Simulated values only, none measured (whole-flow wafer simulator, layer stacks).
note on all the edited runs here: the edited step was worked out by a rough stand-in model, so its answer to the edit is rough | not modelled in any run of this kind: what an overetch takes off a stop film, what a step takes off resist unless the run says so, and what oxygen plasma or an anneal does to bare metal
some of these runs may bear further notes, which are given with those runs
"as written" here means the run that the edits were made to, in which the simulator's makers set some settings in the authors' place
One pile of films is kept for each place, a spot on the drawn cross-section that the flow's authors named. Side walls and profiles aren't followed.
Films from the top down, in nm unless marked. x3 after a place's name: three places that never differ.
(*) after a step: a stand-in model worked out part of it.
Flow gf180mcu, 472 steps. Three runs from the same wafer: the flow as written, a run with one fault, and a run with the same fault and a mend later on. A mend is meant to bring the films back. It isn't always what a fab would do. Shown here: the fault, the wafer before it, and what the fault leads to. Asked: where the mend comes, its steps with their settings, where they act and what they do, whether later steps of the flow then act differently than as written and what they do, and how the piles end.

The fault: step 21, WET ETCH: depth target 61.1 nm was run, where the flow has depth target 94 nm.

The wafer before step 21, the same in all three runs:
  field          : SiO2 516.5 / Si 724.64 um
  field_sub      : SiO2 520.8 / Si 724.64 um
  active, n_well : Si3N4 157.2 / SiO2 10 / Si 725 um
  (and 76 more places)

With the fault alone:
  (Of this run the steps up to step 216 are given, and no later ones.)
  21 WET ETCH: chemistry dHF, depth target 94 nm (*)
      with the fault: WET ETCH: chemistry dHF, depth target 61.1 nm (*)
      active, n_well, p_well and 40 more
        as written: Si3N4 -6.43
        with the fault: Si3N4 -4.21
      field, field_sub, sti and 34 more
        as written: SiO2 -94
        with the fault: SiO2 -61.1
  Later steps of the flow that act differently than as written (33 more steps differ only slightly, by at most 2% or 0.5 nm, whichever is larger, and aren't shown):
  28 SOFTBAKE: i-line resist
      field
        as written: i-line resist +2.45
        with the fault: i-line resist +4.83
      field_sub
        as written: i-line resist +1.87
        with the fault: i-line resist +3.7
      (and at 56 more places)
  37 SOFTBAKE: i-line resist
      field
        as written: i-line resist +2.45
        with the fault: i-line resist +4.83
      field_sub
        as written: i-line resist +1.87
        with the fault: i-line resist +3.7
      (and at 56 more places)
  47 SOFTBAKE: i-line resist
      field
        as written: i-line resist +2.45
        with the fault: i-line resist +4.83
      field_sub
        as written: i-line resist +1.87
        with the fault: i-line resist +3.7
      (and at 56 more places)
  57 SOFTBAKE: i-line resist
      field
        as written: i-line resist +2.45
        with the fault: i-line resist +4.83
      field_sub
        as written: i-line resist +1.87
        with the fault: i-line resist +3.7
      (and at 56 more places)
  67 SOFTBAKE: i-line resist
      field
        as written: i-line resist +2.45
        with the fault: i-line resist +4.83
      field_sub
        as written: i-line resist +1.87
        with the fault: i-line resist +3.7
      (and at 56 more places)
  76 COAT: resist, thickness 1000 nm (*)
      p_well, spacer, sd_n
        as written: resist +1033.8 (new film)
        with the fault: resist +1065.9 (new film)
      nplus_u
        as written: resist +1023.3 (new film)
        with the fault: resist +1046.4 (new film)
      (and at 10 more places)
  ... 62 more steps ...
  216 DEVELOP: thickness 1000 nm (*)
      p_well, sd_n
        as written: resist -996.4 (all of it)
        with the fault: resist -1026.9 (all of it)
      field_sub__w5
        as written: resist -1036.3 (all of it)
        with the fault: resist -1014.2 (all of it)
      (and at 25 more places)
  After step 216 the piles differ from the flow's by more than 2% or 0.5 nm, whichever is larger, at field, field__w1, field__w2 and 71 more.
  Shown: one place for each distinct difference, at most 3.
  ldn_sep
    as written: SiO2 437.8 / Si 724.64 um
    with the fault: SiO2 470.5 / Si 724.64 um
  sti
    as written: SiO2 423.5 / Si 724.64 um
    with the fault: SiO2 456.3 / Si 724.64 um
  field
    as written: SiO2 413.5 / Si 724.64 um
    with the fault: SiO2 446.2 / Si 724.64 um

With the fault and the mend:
  The mend comes after step 21.
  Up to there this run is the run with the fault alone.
  21a WET ETCH: chemistry dHF, depth target 32.9 nm (the flow's step 21 once more, with other settings)
      field, field_sub, sti and 34 more
        SiO2 -32.9
  No later step of the flow acts differently than as written, at any place that is followed, by more than 2% or 0.5 nm, whichever is larger.
  At the end the piles are the same as the flow's at every place that both follow.
